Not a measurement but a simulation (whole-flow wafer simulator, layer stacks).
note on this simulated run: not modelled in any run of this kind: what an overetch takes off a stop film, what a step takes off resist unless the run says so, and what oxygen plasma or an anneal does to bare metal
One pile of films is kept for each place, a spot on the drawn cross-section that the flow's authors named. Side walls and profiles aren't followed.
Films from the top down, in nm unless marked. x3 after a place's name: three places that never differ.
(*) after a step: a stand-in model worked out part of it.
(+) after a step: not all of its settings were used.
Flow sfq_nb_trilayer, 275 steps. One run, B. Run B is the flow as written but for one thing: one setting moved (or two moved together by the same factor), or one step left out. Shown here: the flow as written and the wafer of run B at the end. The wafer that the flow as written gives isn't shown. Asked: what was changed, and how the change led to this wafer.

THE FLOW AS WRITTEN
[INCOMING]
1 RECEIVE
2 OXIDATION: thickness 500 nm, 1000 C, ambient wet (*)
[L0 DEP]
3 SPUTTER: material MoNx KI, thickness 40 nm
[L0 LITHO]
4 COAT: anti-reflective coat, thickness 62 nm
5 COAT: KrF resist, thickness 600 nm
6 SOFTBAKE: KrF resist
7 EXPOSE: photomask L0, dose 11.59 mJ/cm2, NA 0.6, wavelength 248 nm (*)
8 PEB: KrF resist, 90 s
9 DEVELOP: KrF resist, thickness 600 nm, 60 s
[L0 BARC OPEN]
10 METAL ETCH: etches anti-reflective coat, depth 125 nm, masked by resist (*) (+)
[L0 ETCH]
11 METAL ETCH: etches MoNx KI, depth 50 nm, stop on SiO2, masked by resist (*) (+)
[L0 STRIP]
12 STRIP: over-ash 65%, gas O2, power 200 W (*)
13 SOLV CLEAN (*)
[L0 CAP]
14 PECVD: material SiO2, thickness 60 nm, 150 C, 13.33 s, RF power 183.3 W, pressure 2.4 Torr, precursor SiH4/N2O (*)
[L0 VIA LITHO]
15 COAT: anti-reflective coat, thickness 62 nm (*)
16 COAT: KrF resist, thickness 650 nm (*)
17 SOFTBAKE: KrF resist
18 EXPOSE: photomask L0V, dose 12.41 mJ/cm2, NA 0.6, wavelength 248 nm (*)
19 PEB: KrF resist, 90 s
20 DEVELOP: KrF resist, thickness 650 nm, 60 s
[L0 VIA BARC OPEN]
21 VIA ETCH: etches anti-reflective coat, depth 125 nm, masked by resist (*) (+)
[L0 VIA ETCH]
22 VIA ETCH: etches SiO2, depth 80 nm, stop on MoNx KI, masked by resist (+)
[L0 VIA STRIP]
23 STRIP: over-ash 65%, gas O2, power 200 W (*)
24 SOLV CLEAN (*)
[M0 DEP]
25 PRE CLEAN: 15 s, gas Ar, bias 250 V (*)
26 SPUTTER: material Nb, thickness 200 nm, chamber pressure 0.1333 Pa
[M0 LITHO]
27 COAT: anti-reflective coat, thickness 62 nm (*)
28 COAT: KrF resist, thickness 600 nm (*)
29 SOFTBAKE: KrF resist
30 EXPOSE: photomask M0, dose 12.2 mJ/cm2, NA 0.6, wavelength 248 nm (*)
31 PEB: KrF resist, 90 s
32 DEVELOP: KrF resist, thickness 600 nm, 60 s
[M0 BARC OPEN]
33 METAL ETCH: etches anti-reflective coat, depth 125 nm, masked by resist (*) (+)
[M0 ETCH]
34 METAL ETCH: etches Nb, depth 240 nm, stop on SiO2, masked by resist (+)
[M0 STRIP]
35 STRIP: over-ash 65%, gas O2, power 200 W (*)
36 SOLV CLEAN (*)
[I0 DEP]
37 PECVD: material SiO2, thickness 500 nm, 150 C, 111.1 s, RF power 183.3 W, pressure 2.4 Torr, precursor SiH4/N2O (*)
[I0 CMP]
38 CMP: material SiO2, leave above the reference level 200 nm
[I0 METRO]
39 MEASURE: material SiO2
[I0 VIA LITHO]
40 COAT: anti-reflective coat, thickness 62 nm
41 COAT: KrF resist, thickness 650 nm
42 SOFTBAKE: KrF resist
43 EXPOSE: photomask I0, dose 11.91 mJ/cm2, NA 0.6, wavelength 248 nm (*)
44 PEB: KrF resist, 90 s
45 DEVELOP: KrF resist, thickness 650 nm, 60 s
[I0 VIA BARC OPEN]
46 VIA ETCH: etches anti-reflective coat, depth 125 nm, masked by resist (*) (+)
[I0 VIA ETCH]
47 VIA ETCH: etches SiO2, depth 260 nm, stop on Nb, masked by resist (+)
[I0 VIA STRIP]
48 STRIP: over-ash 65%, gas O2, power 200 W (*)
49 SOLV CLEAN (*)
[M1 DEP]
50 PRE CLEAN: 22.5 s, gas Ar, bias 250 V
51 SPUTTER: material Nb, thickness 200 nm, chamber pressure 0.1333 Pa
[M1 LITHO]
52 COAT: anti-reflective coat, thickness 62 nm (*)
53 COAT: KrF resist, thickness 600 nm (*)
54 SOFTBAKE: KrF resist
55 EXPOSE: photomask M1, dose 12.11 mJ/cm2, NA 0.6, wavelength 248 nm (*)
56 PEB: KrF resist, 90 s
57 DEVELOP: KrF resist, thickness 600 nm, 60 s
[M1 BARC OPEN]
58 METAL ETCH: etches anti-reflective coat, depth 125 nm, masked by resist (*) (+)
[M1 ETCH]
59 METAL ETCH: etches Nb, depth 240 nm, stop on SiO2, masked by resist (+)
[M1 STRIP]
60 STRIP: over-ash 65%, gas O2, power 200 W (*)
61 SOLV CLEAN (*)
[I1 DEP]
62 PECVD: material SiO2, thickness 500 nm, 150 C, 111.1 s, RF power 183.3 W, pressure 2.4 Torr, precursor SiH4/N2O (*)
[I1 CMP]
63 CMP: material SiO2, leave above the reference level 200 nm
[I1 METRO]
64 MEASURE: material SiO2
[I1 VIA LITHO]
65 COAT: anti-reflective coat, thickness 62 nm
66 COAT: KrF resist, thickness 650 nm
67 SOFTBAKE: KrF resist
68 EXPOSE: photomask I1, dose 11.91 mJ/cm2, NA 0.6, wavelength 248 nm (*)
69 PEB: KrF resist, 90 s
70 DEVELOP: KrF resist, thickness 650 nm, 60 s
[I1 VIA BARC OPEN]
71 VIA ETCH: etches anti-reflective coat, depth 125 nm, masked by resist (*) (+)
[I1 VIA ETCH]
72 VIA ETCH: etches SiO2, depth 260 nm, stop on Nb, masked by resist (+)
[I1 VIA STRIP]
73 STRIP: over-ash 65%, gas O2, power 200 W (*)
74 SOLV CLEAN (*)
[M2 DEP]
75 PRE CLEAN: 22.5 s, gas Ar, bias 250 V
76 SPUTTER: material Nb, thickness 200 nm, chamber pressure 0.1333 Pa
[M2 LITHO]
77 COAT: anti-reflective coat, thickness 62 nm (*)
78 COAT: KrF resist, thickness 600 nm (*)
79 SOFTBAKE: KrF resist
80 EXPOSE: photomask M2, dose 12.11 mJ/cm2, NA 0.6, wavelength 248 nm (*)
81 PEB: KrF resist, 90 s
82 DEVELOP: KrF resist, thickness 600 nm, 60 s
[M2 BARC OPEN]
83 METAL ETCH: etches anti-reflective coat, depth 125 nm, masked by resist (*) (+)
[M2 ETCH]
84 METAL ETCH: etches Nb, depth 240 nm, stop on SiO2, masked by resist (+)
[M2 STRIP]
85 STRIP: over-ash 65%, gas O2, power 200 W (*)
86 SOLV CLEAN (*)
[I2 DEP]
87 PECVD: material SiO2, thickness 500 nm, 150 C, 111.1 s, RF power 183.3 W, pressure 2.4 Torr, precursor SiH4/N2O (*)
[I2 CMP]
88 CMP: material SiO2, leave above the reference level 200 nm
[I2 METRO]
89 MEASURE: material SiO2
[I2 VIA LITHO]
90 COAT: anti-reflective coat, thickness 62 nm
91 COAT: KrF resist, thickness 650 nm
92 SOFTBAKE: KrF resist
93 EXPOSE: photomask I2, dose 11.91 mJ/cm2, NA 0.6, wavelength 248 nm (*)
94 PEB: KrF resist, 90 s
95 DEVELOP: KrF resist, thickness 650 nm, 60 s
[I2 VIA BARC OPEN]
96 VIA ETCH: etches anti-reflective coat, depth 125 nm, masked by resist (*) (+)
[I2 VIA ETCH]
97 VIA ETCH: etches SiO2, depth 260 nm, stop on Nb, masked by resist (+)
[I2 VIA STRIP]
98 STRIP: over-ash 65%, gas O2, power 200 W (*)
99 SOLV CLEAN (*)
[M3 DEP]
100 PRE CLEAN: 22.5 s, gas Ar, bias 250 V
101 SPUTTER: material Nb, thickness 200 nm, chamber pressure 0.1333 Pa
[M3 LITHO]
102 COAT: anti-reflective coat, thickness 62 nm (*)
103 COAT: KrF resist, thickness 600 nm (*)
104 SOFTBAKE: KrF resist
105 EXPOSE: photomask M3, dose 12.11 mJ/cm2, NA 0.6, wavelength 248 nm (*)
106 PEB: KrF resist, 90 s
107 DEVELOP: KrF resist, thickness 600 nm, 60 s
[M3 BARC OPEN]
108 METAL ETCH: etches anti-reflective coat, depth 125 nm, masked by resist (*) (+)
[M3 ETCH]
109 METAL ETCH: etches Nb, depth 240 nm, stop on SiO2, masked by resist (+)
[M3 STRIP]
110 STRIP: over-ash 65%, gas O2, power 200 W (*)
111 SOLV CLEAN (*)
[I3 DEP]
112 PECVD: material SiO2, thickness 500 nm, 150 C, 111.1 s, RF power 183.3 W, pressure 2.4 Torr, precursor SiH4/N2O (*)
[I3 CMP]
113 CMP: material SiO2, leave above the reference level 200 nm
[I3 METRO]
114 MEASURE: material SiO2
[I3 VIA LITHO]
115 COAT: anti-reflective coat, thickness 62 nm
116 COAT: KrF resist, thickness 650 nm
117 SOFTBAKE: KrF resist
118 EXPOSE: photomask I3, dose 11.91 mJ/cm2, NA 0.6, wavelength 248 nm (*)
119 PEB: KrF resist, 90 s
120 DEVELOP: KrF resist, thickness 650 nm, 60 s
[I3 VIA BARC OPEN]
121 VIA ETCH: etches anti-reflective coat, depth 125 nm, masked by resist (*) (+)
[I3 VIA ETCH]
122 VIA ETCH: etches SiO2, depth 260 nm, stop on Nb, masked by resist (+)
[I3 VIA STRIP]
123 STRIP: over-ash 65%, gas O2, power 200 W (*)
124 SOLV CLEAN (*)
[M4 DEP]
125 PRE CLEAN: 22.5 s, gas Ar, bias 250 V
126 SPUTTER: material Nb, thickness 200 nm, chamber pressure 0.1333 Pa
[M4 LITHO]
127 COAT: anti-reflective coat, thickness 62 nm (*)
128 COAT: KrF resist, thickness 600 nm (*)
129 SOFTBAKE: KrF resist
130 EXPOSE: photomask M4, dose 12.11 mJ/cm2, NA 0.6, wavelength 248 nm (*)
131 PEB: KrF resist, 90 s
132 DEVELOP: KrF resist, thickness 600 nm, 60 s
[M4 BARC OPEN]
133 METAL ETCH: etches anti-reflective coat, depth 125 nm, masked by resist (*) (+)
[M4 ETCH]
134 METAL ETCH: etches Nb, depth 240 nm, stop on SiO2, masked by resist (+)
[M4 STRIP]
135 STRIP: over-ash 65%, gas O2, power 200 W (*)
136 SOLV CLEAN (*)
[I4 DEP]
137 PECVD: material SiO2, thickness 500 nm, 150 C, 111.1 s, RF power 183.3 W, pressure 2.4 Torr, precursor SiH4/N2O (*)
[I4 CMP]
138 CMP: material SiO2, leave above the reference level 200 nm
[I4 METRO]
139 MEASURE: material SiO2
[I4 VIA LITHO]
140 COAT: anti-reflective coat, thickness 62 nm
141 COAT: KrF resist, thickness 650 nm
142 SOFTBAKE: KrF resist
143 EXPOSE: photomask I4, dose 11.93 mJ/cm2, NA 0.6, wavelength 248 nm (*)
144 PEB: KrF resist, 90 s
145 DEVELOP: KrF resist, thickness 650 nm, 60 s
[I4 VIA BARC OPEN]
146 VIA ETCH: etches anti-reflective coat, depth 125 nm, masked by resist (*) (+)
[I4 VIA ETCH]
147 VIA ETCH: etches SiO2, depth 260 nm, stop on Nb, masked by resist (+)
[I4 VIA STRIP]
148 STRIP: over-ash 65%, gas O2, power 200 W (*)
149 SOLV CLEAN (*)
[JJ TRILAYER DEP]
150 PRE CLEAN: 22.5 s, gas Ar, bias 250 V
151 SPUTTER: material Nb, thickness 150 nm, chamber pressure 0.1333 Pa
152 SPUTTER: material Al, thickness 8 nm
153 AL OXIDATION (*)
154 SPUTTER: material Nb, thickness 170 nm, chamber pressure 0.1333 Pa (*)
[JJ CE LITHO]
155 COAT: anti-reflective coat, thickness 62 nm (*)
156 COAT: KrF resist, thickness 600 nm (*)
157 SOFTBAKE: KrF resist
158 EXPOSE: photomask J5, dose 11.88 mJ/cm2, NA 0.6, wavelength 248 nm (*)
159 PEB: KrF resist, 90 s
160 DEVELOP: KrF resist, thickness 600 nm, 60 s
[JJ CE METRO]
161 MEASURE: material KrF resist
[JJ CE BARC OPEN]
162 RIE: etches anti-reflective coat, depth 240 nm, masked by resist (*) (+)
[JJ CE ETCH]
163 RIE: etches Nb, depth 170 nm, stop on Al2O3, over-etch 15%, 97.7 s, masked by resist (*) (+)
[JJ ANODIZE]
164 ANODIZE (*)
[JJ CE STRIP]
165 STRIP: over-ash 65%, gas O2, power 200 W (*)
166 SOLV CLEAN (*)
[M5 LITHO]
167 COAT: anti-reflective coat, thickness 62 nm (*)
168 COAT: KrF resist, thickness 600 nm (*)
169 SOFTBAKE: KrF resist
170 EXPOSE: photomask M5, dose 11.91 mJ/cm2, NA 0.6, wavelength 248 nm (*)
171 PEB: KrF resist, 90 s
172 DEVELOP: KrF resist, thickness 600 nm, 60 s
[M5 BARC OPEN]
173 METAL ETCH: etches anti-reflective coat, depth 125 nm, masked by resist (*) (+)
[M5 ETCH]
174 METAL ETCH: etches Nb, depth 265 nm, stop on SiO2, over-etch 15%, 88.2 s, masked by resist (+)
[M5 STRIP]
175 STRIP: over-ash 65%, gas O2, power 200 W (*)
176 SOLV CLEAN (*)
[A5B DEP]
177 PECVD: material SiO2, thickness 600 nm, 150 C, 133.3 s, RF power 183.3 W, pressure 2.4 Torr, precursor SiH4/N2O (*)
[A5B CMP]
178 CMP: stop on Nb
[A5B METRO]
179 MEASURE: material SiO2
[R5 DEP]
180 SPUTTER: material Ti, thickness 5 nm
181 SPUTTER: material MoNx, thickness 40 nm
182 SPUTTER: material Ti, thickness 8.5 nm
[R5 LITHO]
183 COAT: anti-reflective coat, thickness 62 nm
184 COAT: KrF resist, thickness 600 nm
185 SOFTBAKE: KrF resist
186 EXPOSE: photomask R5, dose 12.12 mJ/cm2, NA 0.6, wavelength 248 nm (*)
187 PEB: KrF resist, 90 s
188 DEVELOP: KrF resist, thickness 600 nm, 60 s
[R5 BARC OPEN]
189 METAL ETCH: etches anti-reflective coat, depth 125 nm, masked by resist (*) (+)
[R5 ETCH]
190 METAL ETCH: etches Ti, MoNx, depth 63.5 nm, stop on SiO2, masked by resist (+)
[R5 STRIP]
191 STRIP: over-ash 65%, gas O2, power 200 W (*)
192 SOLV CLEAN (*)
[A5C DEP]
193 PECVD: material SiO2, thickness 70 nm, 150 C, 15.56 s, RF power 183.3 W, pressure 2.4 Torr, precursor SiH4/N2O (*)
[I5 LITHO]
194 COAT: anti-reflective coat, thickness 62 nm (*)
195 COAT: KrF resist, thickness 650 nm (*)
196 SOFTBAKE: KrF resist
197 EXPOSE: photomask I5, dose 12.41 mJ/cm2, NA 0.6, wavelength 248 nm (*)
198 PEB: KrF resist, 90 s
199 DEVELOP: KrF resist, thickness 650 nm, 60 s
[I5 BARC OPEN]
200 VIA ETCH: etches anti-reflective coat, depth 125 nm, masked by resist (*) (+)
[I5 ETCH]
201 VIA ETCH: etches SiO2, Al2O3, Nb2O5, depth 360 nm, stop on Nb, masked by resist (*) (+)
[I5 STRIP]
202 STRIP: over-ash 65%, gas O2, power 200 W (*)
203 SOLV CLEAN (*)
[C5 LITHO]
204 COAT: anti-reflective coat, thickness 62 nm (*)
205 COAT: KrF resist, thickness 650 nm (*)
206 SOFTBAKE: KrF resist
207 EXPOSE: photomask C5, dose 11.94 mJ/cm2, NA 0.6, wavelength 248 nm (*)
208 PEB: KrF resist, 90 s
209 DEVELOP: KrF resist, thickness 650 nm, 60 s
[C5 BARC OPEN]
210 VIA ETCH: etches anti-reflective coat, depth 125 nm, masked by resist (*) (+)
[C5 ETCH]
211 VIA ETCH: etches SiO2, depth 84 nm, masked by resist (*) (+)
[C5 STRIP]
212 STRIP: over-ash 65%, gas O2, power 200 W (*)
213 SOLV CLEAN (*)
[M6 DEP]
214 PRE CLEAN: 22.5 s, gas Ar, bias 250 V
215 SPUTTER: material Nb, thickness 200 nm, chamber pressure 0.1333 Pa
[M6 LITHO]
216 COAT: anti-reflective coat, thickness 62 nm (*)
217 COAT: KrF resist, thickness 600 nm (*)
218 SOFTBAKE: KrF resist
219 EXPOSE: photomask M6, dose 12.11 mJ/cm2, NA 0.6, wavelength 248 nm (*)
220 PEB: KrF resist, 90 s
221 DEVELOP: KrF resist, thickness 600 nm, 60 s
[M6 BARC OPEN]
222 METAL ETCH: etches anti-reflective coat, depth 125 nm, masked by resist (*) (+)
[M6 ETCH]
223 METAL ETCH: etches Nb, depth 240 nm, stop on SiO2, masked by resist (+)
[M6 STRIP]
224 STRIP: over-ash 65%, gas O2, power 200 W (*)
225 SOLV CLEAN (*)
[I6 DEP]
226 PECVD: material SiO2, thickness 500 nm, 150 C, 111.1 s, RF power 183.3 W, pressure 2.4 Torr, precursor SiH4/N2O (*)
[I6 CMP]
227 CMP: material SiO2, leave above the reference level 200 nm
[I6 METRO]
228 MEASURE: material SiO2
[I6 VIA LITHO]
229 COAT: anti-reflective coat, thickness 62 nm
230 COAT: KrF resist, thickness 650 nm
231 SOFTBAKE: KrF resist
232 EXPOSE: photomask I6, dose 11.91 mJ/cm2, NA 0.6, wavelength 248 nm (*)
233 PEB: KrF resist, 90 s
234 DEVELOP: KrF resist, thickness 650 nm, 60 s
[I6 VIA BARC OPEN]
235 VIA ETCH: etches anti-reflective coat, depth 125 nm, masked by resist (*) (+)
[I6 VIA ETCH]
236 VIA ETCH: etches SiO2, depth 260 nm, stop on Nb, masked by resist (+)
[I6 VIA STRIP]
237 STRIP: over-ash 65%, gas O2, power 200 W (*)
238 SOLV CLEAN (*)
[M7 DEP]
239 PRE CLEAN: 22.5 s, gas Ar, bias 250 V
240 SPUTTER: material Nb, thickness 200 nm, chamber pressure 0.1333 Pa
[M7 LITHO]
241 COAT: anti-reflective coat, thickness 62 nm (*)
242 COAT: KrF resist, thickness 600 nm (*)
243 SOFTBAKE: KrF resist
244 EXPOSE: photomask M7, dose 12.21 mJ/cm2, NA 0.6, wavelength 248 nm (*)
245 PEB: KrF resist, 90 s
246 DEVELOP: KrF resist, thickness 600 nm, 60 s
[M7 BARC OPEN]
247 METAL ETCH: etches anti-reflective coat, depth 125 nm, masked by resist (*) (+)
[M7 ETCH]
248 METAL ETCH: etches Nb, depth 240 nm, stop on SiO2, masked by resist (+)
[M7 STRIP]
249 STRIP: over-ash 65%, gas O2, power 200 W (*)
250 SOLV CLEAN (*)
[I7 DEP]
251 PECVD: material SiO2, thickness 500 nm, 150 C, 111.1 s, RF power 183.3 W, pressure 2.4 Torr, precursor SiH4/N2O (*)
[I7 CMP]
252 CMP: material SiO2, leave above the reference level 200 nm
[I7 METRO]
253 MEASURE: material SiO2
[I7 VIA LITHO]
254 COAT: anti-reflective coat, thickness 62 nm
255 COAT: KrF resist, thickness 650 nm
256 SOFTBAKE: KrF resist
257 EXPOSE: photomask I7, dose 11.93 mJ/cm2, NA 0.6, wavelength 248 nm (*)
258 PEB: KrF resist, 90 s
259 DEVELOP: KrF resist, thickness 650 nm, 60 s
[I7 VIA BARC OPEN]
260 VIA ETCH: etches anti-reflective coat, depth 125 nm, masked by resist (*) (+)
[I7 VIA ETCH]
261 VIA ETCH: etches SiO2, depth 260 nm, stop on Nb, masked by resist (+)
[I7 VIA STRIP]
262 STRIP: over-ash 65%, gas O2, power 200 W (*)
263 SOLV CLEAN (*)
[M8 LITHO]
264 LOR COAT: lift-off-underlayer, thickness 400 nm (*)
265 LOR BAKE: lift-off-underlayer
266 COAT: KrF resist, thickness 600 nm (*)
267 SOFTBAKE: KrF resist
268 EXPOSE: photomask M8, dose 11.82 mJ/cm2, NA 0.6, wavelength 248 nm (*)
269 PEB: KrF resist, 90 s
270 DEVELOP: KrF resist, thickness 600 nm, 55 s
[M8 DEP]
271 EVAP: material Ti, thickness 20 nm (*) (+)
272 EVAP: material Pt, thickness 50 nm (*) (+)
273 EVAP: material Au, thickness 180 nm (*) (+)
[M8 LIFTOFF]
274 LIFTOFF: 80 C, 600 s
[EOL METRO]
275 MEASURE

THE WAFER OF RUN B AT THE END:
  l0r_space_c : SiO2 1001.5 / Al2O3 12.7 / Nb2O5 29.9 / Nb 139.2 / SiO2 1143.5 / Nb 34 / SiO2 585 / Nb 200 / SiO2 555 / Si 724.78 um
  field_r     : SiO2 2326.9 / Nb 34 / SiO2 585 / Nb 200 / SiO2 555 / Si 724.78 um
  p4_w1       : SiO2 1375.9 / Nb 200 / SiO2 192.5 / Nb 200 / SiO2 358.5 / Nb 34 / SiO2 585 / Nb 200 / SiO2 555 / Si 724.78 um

The cause: step 84, METAL ETCH: depth 166 nm was run, where the flow has depth 240 nm.

How the change led to this, step by step:
  84 METAL ETCH: etches Nb, depth 240 nm, stop on SiO2, masked by resist (+)
      field_l, be, be_sur and 81 more: Nb -166 (as written it would be: Nb -200 (all of it))
      v_sur, via_wl, via_w and 19 more: KrF resist -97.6 (as written it would be: KrF resist -141.2)
  85 STRIP: over-ash 65%, gas O2, power 200 W (*)
      wl_j_sl, wl_jj, wl_j_sr and 12 more: KrF resist -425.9 (all of it), anti-reflective coat -62 (all of it) (as written it would be: KrF resist -382.4 (all of it), anti-reflective coat -62 (all of it))
      v_sur: KrF resist -423.6 (all of it), anti-reflective coat -61.4 (all of it) (as written it would be: KrF resist -380 (all of it), anti-reflective coat -61.4 (all of it))
      (and at 6 more places)
  87 PECVD: material SiO2, thickness 500 nm, 150 C, 111.1 s, RF power 183.3 W, pressure 2.4 Torr, precursor SiH4/N2O (*)
      field_l, be, be_sur and 81 more: SiO2 +500 (new film) (as written it would be: SiO2 +500)
  88 CMP: material SiO2, leave above the reference level 200 nm
      field_l, be, be_sur and 81 more: SiO2 -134 (as written it would be: SiO2 -100)
Counting metal films that touch as one body, l0r_space_c has 3 bodies (between them, from the top down: SiO2 1143.5; SiO2 585); the flow as written gives 2 bodies (between them, from the top down: SiO2 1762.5).
Counting metal films that touch as one body, field_r has 2 bodies (between them, from the top down: SiO2 585); the flow as written gives 1 body.
Counting metal films that touch as one body, p4_w1 has 4 bodies (between them, from the top down: SiO2 192.5; SiO2 358.5; SiO2 585); the flow as written gives 3 bodies (between them, from the top down: SiO2 192.5; SiO2 977.5).
